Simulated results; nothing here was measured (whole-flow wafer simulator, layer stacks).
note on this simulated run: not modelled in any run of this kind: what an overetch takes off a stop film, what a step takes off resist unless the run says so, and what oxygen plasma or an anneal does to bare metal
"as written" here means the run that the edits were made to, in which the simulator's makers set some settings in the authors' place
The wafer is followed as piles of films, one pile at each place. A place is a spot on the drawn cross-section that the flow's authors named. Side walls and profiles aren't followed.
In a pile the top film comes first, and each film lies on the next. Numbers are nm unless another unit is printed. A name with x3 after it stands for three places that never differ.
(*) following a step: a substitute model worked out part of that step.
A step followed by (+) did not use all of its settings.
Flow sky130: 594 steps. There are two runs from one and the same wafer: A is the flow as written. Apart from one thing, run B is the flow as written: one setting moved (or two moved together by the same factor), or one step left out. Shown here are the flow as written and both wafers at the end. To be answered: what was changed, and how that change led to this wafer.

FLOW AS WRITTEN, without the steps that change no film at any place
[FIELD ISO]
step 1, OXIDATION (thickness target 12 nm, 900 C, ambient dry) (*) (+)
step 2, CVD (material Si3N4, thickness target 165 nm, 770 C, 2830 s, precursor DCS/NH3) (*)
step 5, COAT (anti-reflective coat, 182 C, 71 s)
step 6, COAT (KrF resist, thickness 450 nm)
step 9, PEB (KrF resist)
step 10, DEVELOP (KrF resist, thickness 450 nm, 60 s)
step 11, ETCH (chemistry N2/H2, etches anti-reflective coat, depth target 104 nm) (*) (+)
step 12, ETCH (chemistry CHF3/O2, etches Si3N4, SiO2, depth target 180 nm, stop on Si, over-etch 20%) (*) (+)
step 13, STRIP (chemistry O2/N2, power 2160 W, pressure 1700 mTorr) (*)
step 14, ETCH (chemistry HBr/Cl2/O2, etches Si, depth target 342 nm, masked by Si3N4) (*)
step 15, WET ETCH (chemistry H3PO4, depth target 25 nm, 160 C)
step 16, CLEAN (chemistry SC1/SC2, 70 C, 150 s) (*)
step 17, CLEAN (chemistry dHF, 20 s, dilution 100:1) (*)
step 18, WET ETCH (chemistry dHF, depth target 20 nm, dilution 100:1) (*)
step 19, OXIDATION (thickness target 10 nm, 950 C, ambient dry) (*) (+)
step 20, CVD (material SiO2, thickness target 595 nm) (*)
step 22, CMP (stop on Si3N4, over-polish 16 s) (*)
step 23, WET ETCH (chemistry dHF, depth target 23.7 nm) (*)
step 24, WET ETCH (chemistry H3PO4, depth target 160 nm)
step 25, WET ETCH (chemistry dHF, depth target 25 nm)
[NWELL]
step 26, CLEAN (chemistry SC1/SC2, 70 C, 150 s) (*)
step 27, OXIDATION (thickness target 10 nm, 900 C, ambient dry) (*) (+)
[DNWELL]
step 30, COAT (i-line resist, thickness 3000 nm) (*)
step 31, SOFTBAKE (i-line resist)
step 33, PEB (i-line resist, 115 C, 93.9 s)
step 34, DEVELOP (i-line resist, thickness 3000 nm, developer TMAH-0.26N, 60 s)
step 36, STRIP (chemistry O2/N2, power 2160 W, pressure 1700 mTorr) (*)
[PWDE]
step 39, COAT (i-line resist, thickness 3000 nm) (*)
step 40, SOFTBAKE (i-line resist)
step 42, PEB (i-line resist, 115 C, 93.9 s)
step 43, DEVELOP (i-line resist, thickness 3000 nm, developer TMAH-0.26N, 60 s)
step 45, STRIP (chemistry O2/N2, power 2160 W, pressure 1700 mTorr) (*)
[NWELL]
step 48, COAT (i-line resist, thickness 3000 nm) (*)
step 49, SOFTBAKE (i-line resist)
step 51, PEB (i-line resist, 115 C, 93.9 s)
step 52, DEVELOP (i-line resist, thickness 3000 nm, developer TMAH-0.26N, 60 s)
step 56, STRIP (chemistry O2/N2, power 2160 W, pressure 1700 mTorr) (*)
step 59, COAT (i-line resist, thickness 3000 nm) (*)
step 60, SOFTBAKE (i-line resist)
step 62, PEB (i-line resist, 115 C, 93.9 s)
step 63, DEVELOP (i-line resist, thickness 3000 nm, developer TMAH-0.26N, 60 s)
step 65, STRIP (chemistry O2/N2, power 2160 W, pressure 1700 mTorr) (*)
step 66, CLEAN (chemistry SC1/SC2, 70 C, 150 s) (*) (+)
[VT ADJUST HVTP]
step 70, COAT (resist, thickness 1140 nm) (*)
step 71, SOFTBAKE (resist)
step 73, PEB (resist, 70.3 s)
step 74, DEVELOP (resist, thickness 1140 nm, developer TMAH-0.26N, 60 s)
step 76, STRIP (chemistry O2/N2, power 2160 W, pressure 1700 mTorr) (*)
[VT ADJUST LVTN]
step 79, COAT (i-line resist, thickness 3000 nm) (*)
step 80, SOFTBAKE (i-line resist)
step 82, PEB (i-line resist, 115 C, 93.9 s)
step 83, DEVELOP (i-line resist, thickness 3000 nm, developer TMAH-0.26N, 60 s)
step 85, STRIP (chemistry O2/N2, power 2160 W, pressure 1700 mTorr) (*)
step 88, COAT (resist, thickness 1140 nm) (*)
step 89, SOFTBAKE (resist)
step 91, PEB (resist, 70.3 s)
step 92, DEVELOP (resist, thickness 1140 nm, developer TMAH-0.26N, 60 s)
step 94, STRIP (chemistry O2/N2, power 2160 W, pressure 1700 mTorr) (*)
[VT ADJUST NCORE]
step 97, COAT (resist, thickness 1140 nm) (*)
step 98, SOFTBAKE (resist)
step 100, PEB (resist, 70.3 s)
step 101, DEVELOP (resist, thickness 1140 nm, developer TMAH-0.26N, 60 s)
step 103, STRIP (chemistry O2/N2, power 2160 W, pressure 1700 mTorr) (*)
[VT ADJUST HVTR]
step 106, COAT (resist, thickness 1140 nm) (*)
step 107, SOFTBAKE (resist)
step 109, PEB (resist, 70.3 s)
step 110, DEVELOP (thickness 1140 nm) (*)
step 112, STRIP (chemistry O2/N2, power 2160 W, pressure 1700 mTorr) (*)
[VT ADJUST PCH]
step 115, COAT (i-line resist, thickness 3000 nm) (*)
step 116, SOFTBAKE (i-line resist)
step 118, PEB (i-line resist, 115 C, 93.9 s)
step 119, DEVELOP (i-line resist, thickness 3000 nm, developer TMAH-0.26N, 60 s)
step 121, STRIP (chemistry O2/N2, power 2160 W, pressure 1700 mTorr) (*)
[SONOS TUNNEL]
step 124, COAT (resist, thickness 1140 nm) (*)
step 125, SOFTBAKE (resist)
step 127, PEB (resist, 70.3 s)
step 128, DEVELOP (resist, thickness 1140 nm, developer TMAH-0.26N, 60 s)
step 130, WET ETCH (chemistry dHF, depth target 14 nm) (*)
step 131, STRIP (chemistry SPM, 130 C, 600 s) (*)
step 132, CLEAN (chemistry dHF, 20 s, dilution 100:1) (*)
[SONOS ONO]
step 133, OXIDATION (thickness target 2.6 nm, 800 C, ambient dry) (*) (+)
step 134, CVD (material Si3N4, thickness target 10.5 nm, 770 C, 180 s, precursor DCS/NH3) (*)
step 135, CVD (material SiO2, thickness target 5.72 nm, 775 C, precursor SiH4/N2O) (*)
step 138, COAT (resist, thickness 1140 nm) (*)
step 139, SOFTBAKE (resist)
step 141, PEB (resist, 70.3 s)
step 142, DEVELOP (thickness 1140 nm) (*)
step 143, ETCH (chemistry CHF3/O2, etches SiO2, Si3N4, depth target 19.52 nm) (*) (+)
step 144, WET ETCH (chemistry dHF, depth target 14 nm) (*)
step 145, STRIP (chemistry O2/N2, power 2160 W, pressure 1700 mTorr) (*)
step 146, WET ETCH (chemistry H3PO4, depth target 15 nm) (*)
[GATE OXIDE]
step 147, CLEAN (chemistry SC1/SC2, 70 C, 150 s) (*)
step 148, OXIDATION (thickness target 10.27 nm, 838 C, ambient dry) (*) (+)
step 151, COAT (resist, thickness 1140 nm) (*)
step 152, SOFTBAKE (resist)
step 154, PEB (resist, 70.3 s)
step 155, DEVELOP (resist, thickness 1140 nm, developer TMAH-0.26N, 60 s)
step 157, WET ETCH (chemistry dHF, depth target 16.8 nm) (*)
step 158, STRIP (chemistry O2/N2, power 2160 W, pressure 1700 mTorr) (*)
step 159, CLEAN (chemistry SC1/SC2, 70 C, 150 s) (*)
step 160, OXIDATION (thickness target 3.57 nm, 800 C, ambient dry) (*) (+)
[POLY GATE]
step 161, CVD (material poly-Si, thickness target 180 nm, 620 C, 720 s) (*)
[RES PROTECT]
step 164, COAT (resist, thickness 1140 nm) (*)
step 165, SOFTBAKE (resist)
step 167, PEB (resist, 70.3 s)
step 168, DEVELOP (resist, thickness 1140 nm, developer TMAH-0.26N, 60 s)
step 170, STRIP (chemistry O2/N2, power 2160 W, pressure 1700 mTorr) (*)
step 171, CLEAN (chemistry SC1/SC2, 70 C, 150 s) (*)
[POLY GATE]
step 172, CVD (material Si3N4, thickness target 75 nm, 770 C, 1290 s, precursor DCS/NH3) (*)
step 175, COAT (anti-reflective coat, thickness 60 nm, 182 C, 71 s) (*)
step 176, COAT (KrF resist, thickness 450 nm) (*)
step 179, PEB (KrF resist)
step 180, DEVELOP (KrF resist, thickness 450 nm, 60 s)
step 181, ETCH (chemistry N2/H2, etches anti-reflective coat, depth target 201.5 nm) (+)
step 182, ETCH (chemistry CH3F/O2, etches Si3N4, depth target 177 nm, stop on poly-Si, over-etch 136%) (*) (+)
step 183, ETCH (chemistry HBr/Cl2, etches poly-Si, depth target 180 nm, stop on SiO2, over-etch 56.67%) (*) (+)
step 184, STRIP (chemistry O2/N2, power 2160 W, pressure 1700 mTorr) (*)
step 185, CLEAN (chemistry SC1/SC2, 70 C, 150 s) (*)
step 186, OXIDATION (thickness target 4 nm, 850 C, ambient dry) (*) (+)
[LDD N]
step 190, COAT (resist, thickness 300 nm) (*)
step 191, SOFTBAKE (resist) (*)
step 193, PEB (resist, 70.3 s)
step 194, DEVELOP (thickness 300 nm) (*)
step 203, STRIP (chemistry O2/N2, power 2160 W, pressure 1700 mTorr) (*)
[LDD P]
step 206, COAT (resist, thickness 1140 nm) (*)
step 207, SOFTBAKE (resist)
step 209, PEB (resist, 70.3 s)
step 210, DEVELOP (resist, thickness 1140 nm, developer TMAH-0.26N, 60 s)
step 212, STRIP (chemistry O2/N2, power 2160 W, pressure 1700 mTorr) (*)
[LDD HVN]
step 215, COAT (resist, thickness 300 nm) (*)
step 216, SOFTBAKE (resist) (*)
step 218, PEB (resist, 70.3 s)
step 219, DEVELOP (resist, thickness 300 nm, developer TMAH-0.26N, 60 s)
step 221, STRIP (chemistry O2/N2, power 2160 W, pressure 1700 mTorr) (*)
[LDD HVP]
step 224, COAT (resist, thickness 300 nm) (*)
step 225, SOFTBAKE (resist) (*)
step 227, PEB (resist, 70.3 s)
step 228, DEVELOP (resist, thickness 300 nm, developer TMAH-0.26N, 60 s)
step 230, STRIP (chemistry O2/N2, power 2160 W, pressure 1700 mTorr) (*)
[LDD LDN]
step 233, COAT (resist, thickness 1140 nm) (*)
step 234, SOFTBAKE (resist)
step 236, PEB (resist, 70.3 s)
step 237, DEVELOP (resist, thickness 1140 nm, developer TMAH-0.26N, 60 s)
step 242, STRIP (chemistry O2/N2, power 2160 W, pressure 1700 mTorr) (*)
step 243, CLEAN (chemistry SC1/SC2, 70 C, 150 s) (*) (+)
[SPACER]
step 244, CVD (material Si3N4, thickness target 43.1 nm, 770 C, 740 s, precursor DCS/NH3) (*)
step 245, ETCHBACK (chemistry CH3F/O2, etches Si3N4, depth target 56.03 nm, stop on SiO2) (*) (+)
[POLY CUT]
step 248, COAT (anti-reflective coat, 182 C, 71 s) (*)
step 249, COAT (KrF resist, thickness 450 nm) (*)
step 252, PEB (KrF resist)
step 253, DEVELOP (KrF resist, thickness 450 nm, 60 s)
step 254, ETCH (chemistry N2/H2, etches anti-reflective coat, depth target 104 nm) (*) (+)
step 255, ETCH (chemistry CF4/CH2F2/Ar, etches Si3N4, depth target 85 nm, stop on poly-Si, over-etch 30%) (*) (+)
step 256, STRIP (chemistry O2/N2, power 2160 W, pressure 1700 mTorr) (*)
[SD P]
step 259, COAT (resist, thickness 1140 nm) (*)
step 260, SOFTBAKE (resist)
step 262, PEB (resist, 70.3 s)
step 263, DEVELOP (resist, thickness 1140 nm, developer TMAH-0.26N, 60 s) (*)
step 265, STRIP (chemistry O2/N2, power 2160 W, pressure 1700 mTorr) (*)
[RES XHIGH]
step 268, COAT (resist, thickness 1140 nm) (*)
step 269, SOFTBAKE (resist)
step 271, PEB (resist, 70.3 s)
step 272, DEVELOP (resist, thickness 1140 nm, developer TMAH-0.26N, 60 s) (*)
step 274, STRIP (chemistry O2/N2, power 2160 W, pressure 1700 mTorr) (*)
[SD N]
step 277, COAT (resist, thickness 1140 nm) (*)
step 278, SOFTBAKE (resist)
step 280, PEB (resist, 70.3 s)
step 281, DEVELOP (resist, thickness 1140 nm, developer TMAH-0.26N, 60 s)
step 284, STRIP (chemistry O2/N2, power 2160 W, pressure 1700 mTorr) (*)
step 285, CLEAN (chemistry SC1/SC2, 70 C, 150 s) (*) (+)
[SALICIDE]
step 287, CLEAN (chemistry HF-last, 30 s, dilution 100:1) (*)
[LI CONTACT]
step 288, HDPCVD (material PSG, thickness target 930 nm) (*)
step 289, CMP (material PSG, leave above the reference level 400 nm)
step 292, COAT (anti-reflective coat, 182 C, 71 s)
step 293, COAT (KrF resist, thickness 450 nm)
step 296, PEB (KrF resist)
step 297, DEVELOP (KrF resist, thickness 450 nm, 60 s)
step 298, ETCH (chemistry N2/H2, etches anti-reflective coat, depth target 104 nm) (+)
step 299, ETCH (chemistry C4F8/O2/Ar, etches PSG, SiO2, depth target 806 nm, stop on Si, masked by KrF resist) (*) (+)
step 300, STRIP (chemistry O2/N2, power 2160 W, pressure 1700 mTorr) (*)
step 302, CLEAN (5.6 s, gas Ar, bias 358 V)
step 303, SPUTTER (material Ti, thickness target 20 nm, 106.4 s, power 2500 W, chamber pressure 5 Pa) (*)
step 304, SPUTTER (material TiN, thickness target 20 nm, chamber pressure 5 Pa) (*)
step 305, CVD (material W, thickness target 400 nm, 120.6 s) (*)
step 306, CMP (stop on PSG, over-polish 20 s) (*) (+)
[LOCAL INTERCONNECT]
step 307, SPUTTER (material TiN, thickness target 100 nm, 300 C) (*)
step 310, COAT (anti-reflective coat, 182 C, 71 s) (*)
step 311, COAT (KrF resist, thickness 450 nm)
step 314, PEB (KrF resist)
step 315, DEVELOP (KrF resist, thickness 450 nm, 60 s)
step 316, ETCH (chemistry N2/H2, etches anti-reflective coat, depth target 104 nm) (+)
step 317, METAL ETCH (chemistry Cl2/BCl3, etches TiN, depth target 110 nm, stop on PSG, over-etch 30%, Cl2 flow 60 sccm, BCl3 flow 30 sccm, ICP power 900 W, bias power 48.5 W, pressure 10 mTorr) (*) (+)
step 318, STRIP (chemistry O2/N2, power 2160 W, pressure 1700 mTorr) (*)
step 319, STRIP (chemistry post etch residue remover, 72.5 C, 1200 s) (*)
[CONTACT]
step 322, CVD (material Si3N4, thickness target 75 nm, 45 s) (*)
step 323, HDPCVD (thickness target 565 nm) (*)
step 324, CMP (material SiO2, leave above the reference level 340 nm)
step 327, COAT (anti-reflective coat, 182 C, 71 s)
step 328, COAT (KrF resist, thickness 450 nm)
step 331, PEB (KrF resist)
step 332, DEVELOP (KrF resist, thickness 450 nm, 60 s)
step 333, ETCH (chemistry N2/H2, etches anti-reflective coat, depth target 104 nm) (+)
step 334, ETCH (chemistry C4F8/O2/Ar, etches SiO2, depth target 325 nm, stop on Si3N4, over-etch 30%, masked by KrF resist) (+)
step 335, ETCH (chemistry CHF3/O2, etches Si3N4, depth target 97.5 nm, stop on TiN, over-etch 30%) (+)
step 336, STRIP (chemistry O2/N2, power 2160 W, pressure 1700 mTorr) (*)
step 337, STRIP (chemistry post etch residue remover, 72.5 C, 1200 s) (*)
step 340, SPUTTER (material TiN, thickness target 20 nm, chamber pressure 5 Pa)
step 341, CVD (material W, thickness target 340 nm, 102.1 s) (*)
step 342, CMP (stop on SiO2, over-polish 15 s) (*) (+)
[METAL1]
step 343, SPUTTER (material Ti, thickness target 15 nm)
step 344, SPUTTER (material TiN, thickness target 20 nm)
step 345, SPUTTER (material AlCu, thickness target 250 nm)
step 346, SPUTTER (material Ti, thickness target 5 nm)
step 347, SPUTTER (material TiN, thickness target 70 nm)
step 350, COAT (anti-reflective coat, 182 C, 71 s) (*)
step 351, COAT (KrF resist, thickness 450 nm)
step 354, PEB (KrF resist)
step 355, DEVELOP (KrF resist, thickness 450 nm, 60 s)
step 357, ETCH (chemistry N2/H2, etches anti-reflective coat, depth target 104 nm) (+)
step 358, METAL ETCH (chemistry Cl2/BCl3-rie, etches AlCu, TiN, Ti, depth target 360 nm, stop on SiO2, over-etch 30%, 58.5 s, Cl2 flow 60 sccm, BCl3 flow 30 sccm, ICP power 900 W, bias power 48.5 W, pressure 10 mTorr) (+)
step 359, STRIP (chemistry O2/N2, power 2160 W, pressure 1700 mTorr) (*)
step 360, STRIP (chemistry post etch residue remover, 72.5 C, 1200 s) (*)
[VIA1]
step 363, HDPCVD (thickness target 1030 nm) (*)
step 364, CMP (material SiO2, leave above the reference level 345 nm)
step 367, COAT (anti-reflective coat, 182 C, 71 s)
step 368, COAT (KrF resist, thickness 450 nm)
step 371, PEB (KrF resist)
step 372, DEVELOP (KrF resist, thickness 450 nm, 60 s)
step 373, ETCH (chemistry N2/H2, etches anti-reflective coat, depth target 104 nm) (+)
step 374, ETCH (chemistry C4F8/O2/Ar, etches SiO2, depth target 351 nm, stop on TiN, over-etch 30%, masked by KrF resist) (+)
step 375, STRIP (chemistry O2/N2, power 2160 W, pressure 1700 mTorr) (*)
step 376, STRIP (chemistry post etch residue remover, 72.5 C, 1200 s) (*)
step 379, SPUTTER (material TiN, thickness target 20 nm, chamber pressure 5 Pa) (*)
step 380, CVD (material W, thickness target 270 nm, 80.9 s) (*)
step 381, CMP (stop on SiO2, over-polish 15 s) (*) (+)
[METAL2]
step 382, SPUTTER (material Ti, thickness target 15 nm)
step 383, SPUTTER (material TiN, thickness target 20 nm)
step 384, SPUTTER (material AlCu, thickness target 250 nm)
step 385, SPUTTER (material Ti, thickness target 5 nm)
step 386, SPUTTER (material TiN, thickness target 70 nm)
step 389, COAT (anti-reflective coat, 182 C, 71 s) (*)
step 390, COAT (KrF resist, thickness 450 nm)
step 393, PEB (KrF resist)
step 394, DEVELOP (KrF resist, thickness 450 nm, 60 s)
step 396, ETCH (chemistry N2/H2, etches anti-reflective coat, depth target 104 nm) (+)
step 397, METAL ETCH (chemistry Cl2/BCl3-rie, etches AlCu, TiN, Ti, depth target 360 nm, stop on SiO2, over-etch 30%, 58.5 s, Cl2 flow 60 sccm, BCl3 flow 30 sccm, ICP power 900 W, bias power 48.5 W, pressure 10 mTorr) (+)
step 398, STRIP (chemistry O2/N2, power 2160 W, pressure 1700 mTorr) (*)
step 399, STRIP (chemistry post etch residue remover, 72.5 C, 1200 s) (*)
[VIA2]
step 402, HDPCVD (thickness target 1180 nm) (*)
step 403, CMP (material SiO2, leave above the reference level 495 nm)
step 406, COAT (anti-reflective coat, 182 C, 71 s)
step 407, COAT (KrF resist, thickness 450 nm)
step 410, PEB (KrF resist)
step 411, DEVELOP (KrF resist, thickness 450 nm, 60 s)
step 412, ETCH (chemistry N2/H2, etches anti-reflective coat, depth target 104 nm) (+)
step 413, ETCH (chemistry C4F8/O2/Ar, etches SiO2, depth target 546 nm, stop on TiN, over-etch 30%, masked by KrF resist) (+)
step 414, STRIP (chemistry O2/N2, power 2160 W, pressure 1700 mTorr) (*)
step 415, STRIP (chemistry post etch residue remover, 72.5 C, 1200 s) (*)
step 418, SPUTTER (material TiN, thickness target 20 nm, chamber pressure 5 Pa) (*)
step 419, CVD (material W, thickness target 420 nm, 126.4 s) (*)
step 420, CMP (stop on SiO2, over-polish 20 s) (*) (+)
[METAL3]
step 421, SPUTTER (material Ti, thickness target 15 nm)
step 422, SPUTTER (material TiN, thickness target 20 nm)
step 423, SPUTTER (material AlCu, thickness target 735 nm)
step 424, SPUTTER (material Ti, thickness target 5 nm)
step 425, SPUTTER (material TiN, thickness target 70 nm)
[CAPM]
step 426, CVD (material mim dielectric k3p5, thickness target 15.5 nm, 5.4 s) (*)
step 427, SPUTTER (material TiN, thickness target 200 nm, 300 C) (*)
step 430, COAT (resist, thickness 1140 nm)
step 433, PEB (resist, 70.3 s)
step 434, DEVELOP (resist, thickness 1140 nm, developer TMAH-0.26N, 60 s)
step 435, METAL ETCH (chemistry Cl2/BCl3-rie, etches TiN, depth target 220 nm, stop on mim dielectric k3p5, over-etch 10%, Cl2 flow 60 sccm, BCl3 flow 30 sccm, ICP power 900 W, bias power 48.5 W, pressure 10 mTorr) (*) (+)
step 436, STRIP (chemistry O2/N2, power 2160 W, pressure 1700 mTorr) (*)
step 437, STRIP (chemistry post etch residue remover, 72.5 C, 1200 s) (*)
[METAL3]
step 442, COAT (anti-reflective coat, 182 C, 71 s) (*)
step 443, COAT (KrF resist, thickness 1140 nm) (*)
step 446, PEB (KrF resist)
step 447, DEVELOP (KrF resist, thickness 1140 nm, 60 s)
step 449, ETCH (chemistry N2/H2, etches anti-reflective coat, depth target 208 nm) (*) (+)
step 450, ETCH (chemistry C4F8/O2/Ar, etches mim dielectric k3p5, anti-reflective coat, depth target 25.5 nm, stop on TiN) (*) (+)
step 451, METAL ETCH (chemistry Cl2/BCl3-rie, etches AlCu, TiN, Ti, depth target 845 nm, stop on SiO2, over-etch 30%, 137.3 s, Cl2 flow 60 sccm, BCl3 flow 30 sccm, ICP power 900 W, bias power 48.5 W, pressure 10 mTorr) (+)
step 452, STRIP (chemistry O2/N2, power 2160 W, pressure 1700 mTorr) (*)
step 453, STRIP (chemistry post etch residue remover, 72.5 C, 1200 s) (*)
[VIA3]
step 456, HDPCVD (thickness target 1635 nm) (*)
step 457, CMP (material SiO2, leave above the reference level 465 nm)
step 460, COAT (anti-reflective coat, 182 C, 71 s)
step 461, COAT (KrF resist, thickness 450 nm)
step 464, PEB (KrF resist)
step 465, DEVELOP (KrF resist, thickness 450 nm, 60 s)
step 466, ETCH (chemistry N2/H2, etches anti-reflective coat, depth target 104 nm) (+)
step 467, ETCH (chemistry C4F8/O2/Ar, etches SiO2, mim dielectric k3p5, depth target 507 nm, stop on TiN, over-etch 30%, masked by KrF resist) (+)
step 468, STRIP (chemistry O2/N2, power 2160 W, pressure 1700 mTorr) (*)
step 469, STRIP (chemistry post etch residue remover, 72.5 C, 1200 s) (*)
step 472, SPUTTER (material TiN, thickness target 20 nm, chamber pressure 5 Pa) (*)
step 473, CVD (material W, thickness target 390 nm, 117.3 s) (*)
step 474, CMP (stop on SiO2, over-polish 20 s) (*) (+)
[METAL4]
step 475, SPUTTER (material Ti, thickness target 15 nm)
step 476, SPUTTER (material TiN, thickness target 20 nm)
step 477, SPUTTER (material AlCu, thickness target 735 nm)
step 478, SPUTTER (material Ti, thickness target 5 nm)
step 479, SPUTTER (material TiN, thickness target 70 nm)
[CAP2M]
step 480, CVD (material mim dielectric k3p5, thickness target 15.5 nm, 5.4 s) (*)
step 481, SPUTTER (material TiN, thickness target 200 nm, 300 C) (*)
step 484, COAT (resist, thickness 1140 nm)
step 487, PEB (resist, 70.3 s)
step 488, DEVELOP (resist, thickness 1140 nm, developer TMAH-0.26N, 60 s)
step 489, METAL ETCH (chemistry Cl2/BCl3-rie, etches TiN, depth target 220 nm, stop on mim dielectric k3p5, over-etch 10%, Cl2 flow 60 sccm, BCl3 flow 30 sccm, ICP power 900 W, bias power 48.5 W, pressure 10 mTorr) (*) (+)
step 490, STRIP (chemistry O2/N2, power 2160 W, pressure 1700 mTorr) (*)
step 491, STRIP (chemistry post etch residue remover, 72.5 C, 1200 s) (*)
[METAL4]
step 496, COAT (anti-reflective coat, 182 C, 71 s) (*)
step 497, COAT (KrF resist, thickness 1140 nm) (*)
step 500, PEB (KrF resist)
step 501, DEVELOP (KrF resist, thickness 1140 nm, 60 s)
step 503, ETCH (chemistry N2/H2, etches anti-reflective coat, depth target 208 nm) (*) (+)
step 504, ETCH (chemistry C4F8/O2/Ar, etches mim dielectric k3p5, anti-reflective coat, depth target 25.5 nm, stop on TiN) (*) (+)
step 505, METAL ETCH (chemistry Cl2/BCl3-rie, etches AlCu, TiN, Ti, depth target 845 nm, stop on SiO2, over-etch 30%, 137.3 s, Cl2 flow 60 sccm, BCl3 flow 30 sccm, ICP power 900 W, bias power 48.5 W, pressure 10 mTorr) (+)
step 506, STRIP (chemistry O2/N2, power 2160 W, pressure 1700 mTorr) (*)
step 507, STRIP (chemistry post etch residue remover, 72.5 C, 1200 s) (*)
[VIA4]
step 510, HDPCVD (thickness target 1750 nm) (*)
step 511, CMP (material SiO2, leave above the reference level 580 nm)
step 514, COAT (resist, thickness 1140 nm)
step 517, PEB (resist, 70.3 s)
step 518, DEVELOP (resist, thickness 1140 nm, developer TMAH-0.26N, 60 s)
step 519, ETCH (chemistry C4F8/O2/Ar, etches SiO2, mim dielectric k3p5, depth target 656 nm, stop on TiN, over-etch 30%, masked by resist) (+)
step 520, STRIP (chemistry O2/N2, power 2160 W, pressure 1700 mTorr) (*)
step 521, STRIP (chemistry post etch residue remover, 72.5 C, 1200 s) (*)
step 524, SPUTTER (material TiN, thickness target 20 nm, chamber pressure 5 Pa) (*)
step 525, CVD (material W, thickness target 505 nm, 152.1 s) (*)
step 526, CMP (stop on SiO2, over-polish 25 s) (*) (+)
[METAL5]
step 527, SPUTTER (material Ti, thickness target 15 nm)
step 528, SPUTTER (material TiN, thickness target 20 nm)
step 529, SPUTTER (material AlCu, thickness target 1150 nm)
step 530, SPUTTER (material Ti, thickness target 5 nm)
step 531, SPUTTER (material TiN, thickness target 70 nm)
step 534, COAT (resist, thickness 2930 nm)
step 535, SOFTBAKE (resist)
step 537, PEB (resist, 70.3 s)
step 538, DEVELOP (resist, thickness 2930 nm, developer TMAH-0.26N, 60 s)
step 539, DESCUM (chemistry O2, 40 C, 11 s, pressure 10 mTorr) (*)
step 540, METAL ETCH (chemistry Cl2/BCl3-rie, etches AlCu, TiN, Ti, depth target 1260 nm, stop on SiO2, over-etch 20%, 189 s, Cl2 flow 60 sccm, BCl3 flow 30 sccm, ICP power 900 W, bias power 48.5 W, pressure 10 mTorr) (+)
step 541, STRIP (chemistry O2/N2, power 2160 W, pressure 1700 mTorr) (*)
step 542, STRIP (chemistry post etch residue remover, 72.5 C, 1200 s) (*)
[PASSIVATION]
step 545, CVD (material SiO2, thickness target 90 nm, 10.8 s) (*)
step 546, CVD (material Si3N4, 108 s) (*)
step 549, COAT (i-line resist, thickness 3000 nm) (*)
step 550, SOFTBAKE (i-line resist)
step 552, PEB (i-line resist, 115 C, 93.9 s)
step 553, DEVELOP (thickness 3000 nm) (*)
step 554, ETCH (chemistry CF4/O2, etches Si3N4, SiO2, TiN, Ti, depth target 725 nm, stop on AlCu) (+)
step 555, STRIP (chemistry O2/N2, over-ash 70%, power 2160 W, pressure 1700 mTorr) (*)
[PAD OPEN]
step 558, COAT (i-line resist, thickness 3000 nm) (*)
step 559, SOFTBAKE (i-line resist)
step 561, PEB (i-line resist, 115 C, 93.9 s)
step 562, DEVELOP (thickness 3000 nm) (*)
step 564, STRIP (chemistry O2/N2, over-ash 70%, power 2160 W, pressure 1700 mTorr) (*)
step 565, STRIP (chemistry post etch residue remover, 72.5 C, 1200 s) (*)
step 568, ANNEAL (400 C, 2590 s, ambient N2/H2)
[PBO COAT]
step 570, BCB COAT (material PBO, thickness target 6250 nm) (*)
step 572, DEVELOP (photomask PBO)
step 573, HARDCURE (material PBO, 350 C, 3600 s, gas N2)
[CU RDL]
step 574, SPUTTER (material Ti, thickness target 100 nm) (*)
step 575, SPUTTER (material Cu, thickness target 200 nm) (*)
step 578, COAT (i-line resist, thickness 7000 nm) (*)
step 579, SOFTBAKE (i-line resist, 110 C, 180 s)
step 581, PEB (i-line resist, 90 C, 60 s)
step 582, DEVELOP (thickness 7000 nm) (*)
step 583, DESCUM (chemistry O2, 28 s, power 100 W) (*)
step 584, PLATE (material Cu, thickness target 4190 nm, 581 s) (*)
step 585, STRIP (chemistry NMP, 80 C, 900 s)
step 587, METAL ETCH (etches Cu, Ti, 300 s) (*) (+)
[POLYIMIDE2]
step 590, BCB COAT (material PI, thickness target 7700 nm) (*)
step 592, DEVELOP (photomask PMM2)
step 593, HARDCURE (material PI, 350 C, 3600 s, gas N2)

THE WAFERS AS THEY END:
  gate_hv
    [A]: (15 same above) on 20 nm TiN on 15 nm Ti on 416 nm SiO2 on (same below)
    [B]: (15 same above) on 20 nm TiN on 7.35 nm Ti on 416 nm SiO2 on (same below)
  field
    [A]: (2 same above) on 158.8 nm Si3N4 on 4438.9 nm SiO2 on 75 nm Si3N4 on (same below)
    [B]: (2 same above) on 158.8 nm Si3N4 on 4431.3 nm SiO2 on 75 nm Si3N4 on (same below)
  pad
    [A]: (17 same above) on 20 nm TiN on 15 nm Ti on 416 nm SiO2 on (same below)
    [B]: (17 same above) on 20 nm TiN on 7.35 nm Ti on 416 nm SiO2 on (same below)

What caused this: step 421, SPUTTER: thickness target 7.35 nm was run, though the flow has thickness target 15 nm.
The wafer itself shows it: gate_hv has Ti 7.35, and step 421 as written asks for 15 nm.

The path from the change to this, step by step:
  step 421, SPUTTER (material Ti, thickness target 15 nm)
      field, active, n_well and 188 more: A Ti gains 15 (new film) | B Ti gains 7.35 (new film)
  step 451, METAL ETCH (chemistry Cl2/BCl3-rie, etches AlCu, TiN, Ti, depth target 845 nm, stop on SiO2, over-etch 30%, 137.3 s, Cl2 flow 60 sccm, BCl3 flow 30 sccm, ICP power 900 W, bias power 48.5 W, pressure 10 mTorr) (+)
      field, gate, spacer and 68 more: A TiN loses 70 (all of it), Ti loses 5 (all of it), AlCu loses 735 (all of it), TiN loses 20 (all of it), Ti loses 15 (all of it), SiO2 loses 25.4 | B TiN loses 70 (all of it), Ti loses 5 (all of it), AlCu loses 735 (all of it), TiN loses 20 (all of it), Ti loses 7.35 (all of it), SiO2 loses 26.1
      active, vpp_ln, vpp_iso2 and 11 more: A TiN loses 70 (all of it), Ti loses 5 (all of it), AlCu loses 735 (all of it), TiN loses 20 (all of it), Ti loses 15 (all of it), SiO2 loses 25.3 | B TiN loses 70 (all of it), Ti loses 5 (all of it), AlCu loses 735 (all of it), TiN loses 20 (all of it), Ti loses 7.35 (all of it), SiO2 loses 26.1
